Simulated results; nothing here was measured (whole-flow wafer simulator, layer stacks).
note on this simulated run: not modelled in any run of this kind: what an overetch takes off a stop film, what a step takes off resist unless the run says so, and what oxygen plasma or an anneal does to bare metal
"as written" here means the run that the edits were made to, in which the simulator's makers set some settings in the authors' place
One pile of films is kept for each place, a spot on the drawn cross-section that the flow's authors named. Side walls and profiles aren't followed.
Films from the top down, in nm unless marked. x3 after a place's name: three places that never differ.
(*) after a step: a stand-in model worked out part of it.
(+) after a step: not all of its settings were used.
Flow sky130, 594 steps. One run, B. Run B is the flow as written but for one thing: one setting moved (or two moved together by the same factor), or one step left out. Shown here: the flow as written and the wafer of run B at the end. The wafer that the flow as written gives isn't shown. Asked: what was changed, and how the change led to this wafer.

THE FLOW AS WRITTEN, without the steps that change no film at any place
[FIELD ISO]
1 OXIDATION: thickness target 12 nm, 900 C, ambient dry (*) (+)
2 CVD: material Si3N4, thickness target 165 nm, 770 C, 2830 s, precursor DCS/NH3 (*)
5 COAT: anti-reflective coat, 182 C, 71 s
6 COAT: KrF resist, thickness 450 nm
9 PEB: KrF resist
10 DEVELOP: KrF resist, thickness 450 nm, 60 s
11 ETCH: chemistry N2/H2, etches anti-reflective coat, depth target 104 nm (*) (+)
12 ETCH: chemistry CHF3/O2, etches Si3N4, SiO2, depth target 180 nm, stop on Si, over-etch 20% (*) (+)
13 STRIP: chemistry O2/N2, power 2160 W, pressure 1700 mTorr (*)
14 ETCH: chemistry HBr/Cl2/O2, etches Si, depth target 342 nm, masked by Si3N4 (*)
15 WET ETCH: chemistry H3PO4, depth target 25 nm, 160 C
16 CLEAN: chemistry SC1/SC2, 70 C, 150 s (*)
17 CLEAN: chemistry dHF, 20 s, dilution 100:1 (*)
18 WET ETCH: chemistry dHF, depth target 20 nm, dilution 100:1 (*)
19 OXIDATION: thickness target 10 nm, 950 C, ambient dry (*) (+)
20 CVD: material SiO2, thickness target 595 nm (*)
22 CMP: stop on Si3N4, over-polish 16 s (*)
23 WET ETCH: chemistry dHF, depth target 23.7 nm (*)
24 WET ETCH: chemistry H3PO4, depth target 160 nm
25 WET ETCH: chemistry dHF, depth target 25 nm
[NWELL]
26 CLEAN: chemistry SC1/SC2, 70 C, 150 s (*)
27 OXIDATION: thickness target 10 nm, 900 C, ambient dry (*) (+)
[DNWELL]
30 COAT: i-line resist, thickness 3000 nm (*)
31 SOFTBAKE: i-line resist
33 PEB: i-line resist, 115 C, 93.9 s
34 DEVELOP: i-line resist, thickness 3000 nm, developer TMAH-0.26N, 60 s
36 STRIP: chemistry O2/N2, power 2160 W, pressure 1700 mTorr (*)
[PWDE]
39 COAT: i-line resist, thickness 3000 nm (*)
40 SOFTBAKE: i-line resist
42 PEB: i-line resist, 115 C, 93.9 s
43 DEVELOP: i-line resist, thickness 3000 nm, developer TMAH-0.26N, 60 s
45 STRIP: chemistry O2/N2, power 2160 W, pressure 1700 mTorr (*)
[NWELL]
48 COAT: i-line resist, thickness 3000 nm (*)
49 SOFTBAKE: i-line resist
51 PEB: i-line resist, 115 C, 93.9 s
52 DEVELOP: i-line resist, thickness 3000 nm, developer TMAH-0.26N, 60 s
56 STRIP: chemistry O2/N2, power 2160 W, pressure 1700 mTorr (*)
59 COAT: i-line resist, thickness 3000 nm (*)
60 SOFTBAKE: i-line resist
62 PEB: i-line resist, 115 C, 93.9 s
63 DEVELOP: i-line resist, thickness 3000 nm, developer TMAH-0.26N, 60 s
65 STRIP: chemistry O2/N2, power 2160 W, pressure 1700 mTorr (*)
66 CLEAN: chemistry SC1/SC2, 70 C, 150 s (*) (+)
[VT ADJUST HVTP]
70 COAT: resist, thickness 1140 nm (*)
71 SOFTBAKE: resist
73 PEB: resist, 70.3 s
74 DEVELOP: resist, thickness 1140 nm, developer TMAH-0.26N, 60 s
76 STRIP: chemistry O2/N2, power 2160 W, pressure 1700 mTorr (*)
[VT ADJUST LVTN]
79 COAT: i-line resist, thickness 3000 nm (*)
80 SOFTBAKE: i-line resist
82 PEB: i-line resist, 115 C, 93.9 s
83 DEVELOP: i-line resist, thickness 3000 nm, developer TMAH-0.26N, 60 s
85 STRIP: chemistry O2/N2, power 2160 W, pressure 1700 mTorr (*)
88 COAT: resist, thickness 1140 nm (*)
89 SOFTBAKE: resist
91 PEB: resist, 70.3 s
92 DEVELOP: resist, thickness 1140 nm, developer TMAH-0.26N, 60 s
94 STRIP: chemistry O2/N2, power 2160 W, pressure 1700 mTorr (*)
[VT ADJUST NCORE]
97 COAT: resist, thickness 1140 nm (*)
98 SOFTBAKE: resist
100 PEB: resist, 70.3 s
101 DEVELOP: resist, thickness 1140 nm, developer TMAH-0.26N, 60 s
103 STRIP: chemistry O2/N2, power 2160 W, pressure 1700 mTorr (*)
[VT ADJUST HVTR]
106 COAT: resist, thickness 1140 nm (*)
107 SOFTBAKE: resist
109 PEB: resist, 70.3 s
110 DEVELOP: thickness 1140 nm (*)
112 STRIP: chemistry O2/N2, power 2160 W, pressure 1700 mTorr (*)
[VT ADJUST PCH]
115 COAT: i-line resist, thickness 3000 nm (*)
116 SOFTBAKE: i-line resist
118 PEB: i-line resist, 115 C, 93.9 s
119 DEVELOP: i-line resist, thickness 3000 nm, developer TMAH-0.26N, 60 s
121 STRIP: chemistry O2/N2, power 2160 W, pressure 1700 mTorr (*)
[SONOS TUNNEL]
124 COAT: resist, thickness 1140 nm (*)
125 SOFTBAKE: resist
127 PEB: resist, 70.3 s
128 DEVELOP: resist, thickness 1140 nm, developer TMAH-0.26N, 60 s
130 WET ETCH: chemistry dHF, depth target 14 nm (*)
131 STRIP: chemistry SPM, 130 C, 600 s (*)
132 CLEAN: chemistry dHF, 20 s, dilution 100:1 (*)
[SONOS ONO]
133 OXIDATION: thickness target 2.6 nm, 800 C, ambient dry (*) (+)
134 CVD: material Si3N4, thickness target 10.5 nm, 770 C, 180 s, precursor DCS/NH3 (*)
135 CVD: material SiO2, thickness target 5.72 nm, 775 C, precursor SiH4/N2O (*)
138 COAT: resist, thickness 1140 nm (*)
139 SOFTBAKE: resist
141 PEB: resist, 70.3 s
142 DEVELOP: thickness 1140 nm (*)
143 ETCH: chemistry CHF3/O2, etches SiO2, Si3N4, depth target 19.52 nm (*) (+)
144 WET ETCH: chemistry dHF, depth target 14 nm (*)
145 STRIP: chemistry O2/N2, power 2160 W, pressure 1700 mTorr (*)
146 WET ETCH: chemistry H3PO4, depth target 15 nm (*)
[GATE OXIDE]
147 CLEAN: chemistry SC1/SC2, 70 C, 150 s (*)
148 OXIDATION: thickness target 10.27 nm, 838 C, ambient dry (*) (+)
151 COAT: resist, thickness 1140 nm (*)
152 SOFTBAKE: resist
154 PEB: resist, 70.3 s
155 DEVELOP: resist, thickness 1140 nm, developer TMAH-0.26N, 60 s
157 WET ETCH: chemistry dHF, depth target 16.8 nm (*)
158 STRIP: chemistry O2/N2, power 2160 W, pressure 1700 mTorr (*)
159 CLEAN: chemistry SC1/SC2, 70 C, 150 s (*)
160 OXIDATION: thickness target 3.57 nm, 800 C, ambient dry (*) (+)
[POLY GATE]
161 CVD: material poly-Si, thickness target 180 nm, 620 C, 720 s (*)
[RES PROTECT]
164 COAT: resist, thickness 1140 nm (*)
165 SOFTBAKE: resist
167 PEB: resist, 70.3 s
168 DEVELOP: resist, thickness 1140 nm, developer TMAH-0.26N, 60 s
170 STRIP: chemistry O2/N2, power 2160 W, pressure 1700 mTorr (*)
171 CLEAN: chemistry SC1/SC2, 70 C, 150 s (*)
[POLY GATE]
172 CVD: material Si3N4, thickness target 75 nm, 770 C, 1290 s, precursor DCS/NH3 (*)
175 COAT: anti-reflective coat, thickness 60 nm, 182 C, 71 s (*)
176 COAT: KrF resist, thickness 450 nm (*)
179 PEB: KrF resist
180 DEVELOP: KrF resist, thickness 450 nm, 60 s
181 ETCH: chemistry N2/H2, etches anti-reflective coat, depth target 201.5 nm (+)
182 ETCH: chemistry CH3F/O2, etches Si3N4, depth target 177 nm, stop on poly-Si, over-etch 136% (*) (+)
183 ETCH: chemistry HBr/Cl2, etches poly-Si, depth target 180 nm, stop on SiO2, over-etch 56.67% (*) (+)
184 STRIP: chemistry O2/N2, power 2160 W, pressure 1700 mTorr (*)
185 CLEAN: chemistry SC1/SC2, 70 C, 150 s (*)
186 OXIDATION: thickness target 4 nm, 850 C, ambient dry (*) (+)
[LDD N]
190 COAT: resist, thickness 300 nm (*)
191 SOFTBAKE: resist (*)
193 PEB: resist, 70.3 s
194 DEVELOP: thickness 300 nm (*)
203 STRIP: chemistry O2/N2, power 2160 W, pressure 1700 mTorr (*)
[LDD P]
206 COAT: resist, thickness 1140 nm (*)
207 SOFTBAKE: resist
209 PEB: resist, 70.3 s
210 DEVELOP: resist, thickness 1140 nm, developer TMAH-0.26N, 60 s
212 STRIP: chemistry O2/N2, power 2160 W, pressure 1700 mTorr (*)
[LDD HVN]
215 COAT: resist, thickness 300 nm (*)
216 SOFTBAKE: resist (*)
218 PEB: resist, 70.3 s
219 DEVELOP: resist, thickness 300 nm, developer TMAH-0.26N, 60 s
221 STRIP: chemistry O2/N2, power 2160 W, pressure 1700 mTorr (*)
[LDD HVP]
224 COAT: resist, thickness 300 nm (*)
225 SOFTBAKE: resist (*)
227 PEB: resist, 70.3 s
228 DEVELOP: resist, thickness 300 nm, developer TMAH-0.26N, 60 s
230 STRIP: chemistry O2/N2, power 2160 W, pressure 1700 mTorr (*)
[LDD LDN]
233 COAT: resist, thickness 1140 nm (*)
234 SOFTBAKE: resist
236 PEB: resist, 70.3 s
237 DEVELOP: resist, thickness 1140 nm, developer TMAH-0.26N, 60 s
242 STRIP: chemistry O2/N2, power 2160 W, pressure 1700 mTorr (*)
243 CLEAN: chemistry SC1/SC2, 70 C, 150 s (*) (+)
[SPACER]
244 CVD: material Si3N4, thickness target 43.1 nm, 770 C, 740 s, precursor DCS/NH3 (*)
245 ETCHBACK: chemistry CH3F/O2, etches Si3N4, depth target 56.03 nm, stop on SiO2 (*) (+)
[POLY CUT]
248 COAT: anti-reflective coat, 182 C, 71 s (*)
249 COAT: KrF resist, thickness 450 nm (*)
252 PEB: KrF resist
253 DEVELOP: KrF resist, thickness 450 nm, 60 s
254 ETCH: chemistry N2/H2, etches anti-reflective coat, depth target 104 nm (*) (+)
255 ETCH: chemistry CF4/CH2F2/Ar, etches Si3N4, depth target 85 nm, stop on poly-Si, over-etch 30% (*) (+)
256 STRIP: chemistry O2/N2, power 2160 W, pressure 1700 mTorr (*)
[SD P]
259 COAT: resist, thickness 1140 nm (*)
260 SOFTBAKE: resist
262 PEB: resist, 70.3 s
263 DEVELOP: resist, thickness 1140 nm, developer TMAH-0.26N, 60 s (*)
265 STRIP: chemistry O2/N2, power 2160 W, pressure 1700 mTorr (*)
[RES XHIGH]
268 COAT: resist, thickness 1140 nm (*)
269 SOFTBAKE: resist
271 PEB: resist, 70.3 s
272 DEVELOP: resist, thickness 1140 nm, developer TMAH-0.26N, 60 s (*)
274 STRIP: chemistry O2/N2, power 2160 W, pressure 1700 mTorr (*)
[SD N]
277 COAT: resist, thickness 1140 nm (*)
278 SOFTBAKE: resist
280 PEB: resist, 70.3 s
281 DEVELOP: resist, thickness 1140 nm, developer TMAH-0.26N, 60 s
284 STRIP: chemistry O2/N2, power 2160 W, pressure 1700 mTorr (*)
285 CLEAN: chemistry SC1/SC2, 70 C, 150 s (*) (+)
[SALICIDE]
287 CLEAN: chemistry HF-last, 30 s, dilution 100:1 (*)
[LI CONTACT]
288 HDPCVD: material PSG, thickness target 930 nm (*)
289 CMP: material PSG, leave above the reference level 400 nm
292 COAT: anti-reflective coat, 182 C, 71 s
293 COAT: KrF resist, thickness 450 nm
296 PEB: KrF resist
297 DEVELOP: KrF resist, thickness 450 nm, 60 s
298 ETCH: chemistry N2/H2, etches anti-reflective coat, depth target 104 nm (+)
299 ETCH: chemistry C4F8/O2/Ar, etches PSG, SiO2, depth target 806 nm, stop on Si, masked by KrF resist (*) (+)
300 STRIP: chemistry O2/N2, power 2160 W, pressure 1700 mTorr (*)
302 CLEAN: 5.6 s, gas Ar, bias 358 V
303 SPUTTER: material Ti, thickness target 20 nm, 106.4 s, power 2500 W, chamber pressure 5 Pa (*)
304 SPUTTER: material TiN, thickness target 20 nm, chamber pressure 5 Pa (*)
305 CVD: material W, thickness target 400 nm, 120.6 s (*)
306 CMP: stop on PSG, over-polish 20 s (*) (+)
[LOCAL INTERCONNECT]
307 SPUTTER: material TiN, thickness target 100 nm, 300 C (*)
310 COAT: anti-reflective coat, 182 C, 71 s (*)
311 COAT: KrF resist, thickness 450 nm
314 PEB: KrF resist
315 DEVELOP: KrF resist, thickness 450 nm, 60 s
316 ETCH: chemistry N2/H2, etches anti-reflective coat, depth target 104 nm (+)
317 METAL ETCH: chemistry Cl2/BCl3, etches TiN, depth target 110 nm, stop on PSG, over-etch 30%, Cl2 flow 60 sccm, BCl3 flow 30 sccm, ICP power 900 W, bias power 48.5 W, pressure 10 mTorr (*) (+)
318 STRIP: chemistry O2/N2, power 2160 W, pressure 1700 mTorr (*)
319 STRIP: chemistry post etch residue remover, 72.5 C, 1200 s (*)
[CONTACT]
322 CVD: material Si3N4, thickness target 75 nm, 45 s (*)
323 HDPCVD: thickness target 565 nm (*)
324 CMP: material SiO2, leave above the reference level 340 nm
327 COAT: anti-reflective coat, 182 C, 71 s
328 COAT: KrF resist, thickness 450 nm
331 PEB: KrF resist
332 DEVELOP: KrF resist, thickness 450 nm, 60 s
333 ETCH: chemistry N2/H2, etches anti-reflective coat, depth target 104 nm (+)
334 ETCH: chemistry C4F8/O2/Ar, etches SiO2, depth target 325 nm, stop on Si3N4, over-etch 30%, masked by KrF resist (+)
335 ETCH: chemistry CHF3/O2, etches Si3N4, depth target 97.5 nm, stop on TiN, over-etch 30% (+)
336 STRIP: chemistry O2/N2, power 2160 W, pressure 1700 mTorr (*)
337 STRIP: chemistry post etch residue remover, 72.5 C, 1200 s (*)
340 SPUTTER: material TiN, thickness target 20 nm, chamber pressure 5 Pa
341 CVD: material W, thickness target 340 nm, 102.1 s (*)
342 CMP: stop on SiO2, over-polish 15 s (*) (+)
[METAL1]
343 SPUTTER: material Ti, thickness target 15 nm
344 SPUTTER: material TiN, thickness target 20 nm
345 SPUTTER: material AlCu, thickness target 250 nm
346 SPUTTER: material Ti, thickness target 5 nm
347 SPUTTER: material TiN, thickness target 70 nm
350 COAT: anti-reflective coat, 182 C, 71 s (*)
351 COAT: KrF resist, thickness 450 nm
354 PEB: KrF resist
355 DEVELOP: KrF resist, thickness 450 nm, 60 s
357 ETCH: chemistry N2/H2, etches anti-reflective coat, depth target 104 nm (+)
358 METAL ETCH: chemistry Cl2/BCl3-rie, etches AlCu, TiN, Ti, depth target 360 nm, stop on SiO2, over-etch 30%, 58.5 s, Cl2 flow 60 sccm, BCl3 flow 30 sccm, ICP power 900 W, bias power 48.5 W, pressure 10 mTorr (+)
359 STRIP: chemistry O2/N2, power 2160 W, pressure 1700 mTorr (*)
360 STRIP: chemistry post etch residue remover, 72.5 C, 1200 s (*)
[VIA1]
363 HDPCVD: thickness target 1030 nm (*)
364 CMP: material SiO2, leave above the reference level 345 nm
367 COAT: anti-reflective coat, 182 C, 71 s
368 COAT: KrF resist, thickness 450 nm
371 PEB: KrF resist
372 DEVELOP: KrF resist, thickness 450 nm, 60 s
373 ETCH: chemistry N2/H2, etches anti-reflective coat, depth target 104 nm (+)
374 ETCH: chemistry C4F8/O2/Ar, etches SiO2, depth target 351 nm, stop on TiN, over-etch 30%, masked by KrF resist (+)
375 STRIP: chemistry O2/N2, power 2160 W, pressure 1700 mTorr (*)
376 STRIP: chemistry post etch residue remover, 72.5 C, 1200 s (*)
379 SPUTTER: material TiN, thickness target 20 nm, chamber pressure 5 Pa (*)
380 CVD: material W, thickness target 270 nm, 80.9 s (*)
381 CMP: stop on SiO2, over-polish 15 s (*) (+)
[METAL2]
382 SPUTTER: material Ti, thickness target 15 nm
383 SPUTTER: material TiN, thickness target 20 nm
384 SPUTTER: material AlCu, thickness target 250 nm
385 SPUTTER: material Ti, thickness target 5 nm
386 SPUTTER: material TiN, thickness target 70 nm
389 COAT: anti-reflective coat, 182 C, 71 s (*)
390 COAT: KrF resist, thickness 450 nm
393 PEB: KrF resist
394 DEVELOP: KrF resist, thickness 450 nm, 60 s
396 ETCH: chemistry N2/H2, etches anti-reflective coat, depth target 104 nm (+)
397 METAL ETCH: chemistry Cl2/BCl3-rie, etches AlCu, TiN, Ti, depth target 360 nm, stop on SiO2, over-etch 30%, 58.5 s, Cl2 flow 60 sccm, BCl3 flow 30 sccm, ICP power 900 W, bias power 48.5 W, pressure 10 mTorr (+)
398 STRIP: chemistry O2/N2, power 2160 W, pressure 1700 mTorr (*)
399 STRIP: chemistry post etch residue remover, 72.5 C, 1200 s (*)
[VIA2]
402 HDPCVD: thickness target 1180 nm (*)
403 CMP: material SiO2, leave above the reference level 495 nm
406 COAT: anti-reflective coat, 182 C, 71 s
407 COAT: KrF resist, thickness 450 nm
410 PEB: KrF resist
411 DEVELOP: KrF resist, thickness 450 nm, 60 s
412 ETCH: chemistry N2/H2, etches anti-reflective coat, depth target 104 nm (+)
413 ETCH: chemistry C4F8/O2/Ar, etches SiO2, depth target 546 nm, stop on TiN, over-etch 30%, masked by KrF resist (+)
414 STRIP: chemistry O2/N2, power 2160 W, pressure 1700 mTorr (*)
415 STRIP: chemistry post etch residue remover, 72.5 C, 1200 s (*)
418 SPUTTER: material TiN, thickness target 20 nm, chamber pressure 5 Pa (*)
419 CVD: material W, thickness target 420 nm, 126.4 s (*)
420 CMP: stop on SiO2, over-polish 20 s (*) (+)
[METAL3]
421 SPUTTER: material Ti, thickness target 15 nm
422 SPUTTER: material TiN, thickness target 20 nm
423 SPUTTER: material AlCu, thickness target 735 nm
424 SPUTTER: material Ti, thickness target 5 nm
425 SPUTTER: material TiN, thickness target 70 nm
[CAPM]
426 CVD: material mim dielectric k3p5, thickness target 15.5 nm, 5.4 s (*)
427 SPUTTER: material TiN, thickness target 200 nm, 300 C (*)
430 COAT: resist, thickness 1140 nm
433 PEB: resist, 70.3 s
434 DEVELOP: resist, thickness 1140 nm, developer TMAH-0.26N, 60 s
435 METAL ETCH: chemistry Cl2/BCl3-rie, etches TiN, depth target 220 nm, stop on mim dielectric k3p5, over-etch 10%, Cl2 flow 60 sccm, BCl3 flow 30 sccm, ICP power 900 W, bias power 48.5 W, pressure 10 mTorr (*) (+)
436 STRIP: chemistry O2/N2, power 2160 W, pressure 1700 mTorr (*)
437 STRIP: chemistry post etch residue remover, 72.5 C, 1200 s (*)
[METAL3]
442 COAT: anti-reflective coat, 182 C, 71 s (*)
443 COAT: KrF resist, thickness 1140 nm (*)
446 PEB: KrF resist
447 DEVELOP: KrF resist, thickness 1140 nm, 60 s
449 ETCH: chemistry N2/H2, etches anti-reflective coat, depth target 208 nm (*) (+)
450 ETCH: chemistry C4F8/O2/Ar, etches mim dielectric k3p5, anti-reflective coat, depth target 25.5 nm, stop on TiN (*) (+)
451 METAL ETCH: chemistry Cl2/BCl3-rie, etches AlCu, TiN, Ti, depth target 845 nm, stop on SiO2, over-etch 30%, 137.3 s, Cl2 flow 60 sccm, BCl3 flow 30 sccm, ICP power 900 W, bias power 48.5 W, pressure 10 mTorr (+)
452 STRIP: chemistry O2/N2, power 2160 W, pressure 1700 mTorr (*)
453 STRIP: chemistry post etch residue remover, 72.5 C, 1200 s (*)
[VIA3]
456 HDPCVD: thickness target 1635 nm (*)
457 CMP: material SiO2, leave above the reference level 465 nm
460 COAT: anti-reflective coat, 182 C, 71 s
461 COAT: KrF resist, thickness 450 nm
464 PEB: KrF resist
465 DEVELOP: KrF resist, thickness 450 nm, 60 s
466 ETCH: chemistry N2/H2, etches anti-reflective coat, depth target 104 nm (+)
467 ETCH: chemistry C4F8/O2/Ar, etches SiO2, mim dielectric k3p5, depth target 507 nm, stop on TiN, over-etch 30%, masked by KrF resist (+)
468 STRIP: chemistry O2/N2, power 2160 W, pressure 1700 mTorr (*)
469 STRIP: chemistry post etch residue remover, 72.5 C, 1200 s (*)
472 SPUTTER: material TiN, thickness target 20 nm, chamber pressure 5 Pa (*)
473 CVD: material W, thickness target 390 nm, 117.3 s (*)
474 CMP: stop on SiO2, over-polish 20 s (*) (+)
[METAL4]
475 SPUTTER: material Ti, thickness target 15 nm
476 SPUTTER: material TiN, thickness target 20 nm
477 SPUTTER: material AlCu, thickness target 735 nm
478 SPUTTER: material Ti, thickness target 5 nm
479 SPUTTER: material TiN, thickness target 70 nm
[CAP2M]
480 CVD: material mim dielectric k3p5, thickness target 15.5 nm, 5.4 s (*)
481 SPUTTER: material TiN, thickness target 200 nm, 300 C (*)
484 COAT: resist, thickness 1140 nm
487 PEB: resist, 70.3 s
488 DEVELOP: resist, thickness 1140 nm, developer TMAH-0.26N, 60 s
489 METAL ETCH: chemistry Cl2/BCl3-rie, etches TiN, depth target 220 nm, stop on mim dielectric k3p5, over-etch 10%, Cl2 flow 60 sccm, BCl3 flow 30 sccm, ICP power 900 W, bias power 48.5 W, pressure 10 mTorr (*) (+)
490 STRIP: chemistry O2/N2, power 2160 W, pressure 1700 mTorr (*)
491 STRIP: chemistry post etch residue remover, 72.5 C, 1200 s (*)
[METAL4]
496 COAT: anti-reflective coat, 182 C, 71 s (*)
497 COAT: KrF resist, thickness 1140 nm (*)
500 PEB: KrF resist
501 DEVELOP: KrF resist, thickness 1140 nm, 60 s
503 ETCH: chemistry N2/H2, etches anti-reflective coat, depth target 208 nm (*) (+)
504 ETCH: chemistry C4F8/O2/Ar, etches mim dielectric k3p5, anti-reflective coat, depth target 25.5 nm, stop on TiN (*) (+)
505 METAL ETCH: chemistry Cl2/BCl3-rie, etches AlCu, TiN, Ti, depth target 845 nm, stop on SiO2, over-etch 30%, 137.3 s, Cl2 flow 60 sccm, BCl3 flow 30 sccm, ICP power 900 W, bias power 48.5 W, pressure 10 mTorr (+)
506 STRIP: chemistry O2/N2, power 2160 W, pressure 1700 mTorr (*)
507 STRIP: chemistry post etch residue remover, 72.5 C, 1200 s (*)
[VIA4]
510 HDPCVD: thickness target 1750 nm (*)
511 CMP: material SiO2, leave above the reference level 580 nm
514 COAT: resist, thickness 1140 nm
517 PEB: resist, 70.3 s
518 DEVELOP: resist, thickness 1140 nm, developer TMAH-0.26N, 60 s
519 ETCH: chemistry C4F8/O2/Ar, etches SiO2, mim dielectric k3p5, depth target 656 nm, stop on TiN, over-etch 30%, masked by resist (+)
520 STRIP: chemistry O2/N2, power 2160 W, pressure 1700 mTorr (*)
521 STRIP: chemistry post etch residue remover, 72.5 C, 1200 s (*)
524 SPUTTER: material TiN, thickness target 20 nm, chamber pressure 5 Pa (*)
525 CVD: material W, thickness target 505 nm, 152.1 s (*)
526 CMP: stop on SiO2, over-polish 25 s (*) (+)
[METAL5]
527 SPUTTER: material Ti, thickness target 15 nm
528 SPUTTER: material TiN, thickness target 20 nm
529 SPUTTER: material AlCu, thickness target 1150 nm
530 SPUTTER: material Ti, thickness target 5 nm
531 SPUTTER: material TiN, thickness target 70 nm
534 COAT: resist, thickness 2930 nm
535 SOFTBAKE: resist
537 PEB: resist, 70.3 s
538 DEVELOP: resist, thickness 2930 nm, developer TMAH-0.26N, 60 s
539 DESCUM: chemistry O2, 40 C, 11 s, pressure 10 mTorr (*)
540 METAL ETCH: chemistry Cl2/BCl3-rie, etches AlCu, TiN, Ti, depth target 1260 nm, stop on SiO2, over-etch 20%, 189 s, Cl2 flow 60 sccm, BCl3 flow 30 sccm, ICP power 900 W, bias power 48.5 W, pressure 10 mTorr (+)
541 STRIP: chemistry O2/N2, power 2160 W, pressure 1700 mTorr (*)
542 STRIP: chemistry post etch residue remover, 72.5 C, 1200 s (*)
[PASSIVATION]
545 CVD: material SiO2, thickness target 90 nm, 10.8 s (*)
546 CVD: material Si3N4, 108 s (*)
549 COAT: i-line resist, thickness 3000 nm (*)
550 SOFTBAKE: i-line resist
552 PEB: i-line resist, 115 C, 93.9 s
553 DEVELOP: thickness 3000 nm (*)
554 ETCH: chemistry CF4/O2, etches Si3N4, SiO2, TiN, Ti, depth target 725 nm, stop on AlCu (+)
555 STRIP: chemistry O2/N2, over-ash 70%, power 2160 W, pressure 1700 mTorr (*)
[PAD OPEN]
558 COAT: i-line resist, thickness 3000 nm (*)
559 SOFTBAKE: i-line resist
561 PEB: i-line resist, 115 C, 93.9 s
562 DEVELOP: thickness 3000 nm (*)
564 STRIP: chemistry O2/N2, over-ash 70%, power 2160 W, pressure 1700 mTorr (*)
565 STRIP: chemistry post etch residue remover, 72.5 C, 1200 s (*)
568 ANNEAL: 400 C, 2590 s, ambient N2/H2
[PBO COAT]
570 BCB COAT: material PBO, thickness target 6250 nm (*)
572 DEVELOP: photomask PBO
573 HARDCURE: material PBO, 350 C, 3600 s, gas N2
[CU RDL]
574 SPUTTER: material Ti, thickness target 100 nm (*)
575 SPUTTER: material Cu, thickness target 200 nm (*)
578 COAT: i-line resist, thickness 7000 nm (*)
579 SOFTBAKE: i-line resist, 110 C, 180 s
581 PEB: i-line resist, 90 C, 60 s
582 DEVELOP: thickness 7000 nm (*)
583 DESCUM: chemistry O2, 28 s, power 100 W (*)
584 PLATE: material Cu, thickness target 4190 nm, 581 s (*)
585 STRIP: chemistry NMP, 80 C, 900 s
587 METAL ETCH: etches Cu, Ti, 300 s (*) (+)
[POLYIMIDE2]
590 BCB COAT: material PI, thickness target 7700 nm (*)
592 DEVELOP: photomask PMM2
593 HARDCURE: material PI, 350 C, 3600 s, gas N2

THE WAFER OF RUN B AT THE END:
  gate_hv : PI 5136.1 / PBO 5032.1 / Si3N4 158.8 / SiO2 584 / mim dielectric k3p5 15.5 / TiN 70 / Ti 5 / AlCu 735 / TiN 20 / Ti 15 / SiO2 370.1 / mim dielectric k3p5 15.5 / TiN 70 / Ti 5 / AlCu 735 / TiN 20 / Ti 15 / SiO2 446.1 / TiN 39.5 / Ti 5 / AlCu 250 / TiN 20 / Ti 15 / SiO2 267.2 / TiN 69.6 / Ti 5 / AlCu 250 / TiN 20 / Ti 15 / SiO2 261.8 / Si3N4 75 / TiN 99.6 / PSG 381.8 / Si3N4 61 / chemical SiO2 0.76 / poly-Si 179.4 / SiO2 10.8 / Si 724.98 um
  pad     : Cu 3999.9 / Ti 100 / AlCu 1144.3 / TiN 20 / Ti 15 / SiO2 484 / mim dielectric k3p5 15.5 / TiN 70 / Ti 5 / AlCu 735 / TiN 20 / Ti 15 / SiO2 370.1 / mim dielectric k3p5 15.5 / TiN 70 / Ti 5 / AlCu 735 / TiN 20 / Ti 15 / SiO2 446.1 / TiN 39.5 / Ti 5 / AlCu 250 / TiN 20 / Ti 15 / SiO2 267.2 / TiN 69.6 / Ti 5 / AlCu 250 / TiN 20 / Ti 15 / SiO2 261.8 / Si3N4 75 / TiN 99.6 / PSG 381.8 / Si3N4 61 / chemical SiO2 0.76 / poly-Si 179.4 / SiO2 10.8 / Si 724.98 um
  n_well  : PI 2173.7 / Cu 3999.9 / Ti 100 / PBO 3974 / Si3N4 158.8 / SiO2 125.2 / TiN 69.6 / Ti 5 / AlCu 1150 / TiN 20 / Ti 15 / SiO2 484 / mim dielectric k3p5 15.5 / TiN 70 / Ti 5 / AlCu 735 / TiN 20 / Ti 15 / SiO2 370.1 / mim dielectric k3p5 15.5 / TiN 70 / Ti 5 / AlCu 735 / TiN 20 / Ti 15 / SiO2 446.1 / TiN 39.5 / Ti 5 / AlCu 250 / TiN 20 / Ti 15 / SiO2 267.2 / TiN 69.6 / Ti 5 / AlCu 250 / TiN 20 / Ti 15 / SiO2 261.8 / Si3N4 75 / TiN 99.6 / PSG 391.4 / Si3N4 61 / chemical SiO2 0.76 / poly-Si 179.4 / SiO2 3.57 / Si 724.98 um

The cause: step 386, SPUTTER: thickness target 39.9 nm was run, where the flow has thickness target 70 nm.

How the change led to this, step by step:
  386 SPUTTER: material TiN, thickness target 70 nm
      field, active, n_well and 188 more: TiN +39.9 (new film) (as written it would be: TiN +70 (new film))
  397 METAL ETCH: chemistry Cl2/BCl3-rie, etches AlCu, TiN, Ti, depth target 360 nm, stop on SiO2, over-etch 30%, 58.5 s, Cl2 flow 60 sccm, BCl3 flow 30 sccm, ICP power 900 W, bias power 48.5 W, pressure 10 mTorr (+)
      field, active, gate and 82 more: TiN -38.6 (all of it), Ti -5 (all of it), AlCu -250 (all of it), TiN -20 (all of it), Ti -15 (all of it), SiO2 -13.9 (as written it would be: TiN -68.7 (all of it), Ti -5 (all of it), AlCu -250 (all of it), TiN -20 (all of it), Ti -15 (all of it), SiO2 -10.9)
  403 CMP: material SiO2, leave above the reference level 495 nm
      n_well, p_well, gate_hv and 101 more: SiO2 -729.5 (as written it would be: SiO2 -759.6)
      m1, via1_hole: SiO2 -729 (as written it would be: SiO2 -759.1)
  413 ETCH: chemistry C4F8/O2/Ar, etches SiO2, depth target 546 nm, stop on TiN, over-etch 30%, masked by KrF resist (+)
      m1: SiO2 -450.4 (all of it) (as written it would be: SiO2 -420.3 (all of it))
      via2_hole: SiO2 -449.9 (all of it) (as written it would be: SiO2 -419.8 (all of it))
  419 CVD: material W, thickness target 420 nm, 126.4 s (*)
      m1: W +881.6 (new film) (as written it would be: W +851.1 (new film))
      via2_hole: W +881.2 (new film) (as written it would be: W +850.7 (new film))
  550 SOFTBAKE: i-line resist
      via1_hole: i-line resist -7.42 (as written it would be: i-line resist -8.29)
      via1_enc: i-line resist -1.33 (as written it would be: i-line resist -2.14)
  559 SOFTBAKE: i-line resist
      via1_hole: i-line resist -7.42 (as written it would be: i-line resist -8.29)
      via1_enc: i-line resist -1.33 (as written it would be: i-line resist -2.14)
